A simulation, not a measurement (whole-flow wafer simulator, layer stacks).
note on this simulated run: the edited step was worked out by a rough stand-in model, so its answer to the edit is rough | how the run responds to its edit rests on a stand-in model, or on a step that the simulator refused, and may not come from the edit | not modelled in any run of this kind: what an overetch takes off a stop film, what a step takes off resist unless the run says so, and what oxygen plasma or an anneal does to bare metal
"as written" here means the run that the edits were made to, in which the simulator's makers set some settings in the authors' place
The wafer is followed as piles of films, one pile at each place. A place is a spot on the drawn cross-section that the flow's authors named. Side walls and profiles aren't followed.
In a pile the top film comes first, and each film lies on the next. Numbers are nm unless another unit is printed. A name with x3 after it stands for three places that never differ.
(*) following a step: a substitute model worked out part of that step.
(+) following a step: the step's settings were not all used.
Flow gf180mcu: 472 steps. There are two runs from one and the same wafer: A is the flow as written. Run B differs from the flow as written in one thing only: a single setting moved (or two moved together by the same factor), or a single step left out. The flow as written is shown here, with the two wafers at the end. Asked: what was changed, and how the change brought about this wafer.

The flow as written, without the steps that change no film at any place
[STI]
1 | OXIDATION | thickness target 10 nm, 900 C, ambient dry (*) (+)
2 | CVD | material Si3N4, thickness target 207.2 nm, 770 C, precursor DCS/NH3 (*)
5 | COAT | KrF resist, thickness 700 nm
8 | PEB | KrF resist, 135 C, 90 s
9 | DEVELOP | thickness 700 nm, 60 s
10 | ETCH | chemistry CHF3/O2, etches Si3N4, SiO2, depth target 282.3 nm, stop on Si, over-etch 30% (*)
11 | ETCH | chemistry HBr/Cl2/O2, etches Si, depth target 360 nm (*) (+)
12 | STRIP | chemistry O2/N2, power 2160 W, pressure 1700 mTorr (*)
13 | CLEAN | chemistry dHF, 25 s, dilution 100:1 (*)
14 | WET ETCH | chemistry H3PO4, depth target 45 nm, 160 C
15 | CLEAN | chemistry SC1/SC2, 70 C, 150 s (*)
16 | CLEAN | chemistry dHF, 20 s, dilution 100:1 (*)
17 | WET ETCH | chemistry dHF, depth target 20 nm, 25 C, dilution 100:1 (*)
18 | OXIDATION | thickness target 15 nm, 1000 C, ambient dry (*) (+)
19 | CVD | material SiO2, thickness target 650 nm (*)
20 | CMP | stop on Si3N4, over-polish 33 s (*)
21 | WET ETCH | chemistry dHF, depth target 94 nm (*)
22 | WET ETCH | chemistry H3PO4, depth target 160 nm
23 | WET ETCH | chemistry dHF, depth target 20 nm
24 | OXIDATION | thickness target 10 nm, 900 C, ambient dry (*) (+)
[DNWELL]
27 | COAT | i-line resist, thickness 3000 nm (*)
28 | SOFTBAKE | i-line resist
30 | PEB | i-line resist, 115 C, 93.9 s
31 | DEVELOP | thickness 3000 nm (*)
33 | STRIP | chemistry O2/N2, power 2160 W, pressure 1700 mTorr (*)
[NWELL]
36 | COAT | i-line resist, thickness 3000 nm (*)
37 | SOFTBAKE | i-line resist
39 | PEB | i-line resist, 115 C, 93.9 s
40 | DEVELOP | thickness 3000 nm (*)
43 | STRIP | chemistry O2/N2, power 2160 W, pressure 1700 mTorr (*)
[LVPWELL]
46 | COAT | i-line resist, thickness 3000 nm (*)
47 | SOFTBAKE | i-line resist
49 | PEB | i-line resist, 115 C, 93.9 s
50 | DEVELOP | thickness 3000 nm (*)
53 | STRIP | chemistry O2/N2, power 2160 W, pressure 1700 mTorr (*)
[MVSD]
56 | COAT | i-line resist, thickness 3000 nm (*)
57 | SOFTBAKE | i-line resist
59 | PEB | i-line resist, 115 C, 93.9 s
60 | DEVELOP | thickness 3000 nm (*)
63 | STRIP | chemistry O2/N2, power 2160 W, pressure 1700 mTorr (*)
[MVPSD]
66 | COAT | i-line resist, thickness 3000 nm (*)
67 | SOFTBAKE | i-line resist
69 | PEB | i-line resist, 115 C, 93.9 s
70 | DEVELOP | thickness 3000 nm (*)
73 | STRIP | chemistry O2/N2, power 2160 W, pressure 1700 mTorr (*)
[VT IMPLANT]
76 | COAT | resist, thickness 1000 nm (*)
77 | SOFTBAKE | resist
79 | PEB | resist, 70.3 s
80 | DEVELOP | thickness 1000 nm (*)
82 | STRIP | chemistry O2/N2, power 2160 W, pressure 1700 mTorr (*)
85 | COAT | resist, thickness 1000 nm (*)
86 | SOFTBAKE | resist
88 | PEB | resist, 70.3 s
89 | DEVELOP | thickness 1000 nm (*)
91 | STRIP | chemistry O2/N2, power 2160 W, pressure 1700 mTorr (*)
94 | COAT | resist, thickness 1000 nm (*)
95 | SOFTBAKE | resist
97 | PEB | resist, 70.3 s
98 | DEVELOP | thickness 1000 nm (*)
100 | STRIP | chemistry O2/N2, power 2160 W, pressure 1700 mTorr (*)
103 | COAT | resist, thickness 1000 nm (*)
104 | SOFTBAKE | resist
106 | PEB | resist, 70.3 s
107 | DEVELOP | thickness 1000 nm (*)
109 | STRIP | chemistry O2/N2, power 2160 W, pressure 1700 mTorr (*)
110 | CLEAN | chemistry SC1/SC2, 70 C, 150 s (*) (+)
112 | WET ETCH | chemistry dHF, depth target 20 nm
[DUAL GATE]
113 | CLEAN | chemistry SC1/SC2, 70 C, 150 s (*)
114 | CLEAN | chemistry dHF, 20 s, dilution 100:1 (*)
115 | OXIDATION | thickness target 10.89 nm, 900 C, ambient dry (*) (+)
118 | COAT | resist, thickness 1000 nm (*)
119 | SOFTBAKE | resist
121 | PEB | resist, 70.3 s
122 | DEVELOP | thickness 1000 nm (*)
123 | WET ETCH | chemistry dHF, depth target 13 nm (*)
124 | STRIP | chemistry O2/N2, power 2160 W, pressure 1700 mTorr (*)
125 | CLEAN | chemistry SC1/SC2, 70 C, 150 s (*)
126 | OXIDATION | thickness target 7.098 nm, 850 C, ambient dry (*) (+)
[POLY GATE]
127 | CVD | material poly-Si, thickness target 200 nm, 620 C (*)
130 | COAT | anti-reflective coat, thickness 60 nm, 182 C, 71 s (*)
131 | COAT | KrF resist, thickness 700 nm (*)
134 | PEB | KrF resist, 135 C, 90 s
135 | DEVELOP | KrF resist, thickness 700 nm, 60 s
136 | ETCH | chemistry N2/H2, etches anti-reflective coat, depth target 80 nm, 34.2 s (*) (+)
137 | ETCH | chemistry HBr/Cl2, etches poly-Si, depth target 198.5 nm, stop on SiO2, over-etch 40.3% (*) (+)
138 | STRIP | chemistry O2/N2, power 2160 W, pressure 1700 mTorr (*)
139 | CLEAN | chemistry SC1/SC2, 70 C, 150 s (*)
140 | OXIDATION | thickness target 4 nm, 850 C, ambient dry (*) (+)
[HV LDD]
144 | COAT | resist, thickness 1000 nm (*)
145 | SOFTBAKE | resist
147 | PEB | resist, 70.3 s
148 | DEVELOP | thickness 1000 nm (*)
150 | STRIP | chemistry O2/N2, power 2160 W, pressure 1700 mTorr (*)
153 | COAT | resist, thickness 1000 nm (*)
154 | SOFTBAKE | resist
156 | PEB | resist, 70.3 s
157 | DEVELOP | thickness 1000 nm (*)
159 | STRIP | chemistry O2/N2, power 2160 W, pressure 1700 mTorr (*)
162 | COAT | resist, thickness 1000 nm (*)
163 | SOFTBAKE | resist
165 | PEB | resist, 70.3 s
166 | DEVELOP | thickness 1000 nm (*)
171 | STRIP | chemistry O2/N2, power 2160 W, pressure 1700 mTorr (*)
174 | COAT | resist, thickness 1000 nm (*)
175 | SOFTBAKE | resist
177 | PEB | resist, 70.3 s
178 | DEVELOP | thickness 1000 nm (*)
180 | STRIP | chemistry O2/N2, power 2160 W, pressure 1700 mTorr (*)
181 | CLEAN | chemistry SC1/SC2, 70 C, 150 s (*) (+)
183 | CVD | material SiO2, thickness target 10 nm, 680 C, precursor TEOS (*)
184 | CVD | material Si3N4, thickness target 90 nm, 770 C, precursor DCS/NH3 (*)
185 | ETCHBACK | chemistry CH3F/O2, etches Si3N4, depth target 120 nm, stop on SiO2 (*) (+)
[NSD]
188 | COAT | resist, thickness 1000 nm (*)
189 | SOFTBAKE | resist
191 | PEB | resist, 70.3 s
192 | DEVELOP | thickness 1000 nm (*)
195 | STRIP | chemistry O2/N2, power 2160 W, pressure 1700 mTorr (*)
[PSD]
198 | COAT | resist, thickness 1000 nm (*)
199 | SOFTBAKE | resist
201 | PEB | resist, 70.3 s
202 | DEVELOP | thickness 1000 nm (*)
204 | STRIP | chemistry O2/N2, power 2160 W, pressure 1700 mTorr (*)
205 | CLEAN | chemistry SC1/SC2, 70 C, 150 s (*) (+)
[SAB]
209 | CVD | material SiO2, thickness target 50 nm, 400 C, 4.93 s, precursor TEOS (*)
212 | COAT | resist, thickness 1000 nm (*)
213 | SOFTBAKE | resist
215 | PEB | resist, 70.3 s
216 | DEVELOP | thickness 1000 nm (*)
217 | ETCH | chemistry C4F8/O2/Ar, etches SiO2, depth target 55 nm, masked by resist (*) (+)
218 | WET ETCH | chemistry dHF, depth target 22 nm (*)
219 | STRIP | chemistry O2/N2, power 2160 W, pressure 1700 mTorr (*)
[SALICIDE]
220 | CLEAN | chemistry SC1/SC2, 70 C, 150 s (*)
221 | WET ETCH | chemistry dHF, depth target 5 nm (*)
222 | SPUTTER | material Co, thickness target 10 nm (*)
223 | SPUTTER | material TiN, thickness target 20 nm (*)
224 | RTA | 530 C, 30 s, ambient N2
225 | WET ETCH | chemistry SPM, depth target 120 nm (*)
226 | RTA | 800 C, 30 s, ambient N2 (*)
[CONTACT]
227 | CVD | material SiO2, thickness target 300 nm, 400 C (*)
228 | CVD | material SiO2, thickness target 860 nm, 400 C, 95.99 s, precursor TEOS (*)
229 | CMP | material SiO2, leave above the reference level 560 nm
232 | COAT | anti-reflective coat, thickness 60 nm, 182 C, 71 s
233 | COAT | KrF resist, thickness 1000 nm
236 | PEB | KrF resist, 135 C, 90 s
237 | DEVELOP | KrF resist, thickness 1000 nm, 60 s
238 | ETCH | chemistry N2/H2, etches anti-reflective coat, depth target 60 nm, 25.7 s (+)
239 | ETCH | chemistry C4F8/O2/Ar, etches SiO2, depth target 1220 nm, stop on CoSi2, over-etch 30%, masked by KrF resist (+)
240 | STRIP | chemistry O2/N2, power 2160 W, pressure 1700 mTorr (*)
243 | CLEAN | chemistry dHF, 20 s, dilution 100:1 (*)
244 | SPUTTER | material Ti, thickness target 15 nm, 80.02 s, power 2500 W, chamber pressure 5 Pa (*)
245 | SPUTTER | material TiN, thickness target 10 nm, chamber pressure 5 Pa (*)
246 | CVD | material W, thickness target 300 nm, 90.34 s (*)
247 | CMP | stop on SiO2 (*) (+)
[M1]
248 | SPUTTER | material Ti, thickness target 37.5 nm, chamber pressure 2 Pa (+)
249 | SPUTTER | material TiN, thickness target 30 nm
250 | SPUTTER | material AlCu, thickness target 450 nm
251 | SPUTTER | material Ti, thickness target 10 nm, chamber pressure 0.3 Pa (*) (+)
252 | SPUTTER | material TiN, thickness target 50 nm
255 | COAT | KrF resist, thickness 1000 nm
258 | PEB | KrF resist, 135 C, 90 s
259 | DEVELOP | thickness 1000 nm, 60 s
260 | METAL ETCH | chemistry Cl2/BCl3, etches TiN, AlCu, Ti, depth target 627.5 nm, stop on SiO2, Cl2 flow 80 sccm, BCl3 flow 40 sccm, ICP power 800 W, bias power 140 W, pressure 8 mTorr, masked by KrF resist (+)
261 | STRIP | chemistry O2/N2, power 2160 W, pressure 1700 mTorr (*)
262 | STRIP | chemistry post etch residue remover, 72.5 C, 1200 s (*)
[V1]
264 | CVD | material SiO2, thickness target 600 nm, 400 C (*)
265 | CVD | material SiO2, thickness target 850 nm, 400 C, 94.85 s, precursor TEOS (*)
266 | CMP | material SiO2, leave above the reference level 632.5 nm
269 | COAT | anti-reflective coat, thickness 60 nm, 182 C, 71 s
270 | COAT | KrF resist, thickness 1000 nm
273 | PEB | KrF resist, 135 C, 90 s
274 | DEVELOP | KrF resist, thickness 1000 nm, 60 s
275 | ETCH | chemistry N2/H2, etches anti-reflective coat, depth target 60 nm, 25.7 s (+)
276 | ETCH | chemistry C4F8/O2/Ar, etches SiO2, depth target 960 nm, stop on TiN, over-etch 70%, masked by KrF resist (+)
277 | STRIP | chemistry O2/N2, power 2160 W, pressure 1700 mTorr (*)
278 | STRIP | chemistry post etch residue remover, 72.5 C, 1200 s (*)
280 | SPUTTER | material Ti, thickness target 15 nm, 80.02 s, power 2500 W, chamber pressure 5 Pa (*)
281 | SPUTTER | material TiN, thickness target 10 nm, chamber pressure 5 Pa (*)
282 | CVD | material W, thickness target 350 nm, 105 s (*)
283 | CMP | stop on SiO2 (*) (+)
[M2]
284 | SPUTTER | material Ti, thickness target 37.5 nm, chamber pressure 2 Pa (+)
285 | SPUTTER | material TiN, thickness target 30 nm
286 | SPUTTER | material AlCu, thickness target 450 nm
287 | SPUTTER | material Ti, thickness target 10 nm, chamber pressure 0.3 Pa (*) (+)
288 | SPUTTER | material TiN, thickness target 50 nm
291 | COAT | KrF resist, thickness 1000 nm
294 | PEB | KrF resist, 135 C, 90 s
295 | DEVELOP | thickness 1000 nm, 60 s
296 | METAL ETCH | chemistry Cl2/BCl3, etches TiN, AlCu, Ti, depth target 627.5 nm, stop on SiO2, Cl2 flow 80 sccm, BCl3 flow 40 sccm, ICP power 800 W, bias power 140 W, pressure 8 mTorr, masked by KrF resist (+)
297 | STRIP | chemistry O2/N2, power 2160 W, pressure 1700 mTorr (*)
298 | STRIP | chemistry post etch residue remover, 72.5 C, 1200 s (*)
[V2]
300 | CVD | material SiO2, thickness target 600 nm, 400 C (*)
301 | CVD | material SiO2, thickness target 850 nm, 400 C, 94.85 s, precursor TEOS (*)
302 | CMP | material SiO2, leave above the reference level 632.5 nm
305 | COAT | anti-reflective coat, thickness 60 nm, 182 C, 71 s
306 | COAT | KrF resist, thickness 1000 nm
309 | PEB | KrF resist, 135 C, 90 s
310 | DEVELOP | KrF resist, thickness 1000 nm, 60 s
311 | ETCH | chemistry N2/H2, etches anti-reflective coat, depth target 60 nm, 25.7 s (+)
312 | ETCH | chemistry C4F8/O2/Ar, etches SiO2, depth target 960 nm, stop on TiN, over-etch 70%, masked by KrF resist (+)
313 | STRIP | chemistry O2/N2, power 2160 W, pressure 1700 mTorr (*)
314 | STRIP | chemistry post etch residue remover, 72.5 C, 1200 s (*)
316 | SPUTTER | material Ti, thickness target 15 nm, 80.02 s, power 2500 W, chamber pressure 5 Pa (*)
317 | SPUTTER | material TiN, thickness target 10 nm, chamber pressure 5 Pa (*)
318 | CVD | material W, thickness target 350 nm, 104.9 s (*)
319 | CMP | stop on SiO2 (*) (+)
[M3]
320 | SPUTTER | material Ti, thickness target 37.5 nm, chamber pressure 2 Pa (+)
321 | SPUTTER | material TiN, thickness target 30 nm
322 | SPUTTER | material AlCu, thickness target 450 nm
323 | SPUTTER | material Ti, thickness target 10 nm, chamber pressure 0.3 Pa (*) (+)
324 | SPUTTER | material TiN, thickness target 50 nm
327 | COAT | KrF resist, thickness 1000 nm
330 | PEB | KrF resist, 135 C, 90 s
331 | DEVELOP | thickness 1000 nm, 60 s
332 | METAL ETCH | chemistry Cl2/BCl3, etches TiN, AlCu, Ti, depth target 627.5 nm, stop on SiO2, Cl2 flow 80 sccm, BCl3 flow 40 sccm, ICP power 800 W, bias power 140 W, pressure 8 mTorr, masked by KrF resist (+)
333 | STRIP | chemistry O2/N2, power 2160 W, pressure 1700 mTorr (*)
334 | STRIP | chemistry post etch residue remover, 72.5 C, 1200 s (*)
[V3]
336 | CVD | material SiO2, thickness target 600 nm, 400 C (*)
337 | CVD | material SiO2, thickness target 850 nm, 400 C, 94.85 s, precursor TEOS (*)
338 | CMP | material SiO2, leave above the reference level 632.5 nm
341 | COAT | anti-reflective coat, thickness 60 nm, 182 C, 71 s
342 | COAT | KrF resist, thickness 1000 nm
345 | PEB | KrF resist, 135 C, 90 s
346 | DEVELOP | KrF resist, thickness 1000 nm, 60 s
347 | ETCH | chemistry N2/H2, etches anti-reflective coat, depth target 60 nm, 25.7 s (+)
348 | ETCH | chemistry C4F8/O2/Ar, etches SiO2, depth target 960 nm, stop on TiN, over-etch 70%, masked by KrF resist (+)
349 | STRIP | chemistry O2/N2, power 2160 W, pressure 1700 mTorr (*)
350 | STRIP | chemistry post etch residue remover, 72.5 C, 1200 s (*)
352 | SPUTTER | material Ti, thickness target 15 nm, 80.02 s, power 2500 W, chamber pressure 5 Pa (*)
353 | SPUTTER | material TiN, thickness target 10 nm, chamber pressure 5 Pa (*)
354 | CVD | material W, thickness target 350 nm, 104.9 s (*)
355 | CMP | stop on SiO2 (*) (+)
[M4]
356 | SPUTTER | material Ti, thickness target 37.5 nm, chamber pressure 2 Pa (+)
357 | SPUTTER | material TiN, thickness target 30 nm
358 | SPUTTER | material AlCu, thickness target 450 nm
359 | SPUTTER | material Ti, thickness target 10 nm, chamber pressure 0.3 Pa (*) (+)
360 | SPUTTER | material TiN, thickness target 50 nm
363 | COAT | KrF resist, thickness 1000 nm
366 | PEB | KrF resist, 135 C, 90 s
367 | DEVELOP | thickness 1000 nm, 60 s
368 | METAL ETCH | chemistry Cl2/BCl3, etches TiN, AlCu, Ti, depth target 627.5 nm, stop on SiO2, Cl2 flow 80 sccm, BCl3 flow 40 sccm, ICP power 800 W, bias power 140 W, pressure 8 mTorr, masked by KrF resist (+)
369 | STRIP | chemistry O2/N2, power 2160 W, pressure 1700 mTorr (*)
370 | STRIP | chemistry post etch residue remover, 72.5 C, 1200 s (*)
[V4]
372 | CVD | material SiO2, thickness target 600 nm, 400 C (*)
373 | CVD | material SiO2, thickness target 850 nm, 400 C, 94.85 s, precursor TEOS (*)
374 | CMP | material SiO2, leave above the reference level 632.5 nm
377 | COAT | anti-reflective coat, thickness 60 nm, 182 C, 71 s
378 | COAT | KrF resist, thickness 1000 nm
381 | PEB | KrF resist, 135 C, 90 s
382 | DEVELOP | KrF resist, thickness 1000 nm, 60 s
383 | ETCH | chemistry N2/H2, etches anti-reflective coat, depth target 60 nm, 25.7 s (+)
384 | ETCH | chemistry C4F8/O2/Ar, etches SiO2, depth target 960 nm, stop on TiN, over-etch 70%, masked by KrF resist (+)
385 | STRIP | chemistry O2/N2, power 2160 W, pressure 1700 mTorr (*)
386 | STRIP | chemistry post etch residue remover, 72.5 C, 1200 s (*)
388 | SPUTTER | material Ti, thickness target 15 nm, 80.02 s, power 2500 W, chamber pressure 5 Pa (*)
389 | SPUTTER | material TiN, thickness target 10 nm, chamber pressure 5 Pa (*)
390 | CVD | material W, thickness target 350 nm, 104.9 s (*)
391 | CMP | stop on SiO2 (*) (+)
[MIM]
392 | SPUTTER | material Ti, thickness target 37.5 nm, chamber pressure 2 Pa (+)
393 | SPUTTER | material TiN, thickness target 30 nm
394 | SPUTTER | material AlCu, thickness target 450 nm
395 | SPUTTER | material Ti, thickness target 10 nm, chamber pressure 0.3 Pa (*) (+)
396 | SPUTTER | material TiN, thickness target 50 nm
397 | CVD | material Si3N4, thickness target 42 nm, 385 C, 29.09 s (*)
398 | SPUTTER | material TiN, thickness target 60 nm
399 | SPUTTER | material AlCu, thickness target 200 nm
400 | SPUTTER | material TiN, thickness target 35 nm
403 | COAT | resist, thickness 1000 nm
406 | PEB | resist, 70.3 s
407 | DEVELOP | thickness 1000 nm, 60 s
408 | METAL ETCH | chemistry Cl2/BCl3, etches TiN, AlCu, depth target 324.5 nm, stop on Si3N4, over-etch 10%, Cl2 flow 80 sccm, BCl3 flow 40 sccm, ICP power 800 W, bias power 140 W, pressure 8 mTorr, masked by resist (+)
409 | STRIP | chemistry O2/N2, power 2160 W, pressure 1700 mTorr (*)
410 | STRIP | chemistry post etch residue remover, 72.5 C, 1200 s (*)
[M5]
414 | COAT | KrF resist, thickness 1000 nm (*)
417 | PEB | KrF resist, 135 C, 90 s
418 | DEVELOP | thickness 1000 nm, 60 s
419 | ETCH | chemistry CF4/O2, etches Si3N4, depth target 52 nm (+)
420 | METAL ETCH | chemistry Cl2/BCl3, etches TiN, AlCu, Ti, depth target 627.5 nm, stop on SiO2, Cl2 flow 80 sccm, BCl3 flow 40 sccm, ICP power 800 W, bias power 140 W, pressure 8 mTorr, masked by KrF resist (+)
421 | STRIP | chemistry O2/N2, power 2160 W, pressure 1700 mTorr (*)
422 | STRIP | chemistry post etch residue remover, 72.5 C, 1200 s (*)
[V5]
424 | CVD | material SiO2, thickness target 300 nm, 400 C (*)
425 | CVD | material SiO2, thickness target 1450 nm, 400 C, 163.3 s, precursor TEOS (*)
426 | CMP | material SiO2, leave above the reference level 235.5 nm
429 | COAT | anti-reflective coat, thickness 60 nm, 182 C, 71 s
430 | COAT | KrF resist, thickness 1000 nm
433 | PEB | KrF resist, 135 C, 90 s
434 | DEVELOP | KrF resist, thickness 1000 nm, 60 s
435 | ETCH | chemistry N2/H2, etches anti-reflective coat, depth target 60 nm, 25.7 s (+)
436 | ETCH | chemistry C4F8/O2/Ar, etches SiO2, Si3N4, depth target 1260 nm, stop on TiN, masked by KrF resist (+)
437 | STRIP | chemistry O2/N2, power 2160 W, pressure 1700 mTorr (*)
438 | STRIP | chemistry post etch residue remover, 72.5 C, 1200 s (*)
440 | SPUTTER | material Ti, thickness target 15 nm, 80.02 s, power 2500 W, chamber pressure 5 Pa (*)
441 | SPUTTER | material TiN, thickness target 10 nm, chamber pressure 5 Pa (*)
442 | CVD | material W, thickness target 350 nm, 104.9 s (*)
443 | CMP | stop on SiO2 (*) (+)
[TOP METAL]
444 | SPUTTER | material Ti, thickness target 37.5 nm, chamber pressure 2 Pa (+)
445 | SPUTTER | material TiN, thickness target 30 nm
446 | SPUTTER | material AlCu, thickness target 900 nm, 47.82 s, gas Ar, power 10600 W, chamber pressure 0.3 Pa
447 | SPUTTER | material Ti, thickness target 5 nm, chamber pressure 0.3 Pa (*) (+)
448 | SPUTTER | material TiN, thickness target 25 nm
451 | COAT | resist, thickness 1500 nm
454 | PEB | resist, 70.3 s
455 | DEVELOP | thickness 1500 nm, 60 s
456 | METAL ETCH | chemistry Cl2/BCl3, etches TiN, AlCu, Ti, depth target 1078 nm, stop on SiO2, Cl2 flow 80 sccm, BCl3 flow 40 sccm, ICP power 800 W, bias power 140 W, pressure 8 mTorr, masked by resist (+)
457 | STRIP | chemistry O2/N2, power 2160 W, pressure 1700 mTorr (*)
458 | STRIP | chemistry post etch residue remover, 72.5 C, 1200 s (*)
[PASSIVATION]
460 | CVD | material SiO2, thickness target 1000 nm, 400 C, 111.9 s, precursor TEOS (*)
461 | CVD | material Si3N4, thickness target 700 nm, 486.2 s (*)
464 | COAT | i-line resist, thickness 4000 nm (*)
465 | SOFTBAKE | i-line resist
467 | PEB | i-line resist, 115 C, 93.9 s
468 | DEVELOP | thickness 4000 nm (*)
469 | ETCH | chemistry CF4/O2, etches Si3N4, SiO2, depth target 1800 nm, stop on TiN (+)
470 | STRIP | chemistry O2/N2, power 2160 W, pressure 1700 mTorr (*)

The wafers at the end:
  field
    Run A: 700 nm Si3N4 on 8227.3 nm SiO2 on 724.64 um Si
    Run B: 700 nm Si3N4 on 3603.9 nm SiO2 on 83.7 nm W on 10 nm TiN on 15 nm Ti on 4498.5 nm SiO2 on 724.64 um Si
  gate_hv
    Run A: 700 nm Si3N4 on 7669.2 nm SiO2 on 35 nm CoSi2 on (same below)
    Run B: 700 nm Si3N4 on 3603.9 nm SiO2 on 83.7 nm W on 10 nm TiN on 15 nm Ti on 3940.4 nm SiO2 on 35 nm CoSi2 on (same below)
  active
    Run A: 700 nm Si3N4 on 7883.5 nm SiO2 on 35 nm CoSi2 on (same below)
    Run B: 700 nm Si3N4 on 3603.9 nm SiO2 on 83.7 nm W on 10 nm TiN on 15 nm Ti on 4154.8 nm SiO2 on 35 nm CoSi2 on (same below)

Cause: step 337, CVD: thickness target 400 nm was run, while the flow as written has thickness target 850 nm; step 337, CVD: 44.58 s was run, where the flow has 94.85 s.

Step by step, how the change led to this:
  337 | CVD | material SiO2, thickness target 850 nm, 400 C, 94.85 s, precursor TEOS (*)
      field, field__w1, field__w2 and 108 more: A SiO2 gains 850 | B SiO2 gains 409.1
  338 | CMP | material SiO2, leave above the reference level 632.5 nm
      field, field__w1, field__w2 and 103 more: A SiO2 loses 300 | B nothing
      field__w8, contact, m1, m1__w1, m1_nw: A SiO2 loses 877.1 | B SiO2 loses 436.1
  341 | COAT | anti-reflective coat, thickness 60 nm, 182 C, 71 s
      gate, gate_nat: A anti-reflective coat gains 60 (new film) | B anti-reflective coat gains 61.7 (new film)
      field: A anti-reflective coat gains 60 (new film) | B anti-reflective coat gains 117.1 (new film)
      (as well as at 19 more places)
  342 | COAT | KrF resist, thickness 1000 nm
      field: A KrF resist gains 1000 (new film) | B KrF resist gains 978.5 (new film)
      field__w1: A KrF resist gains 1000 (new film) | B KrF resist gains 976.1 (new film)
      (as well as at 12 more places)
  345 | PEB | KrF resist, 135 C, 90 s
      polyc_n, polyc_n_rim: A KrF resist loses 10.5 | B KrF resist loses 11.8
      contact: A KrF resist loses 10.5 | B KrF resist loses 9.39
      (as well as at 5 more places)
  346 | DEVELOP | KrF resist, thickness 1000 nm, 60 s
      contact: A KrF resist loses 989.5 (all of it) | B KrF resist loses 917.4 (all of it)
  347 | ETCH | chemistry N2/H2, etches anti-reflective coat, depth target 60 nm, 25.7 s (+)
      contact: A anti-reflective coat loses 60 (all of it), SiO2 loses 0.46 | B anti-reflective coat loses 22.8 (all of it), SiO2 loses 1.42
  349 | STRIP | chemistry O2/N2, power 2160 W, pressure 1700 mTorr (*)
      field: A KrF resist loses 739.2 (all of it), anti-reflective coat loses 60 (all of it) | B KrF resist loses 717.9 (all of it), anti-reflective coat loses 117.1 (all of it)
      field__w1: A KrF resist loses 739.2 (all of it), anti-reflective coat loses 60 (all of it) | B KrF resist loses 715.5 (all of it), anti-reflective coat loses 87.2 (all of it)
      (as well as at 19 more places)
  352 | SPUTTER | material Ti, thickness target 15 nm, 80.02 s, power 2500 W, chamber pressure 5 Pa (*)
      contact: A Ti gains 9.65 (new film) | B Ti gains 10.5 (new film)
  353 | SPUTTER | material TiN, thickness target 10 nm, chamber pressure 5 Pa (*)
      contact: A TiN gains 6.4 (new film) | B TiN gains 6.97 (new film)
  354 | CVD | material W, thickness target 350 nm, 104.9 s (*)
      contact: A W gains 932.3 (new film) | B W gains 789.9 (new film)
  355 | CMP | stop on SiO2 (*) (+)
      field, field__w1, field__w2 and 103 more: A W loses 350 (all of it), TiN loses 10 (all of it), Ti loses 15 (all of it), SiO2 loses 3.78 | B W loses 254.1
      field__w8, m1, m1__w1, m1_nw: A W loses 350 (all of it), TiN loses 10 (all of it), Ti loses 15 (all of it), SiO2 loses 3.78 | B W loses 350 (all of it), TiN loses 10 (all of it), Ti loses 15 (all of it), SiO2 loses 20
      (as well as at 1 more place)
  368 | METAL ETCH | chemistry Cl2/BCl3, etches TiN, AlCu, Ti, depth target 627.5 nm, stop on SiO2, Cl2 flow 80 sccm, BCl3 flow 40 sccm, ICP power 800 W, bias power 140 W, pressure 8 mTorr, masked by KrF resist (+)
      field, field__w1, field__w2 and 103 more: A TiN loses 50 (all of it), Ti loses 10 (all of it), AlCu loses 450 (all of it), TiN loses 30 (all of it), Ti loses 37.5 (all of it) | B TiN loses 50 (all of it), Ti loses 10 (all of it), AlCu loses 450 (all of it), TiN loses 30 (all of it), Ti loses 37.5 (all of it), W loses 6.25
  370 | STRIP | chemistry post etch residue remover, 72.5 C, 1200 s (*)
      field, field__w1, field__w2 and 103 more: A nothing | B W loses 6.01
  372 | CVD | material SiO2, thickness target 600 nm, 400 C (*)
      field, field__w1, field__w2 and 103 more: A SiO2 gains 600 | B SiO2 gains 600 (new film)
  374 | CMP | material SiO2, leave above the reference level 632.5 nm
      field, field__w1, field__w2 and 103 more: A SiO2 loses 300 | B SiO2 loses 287.7
If metal films that touch count as one body, field has 1 body; the flow as written gives 0 bodies.
If metal films that touch count as one body, gate_hv has 2 bodies (between them, from the top down: SiO2 3940.4); the flow as written gives 1 body.
If metal films that touch count as one body, active has 2 bodies (between them, from the top down: SiO2 4154.8); the flow as written gives 1 body.
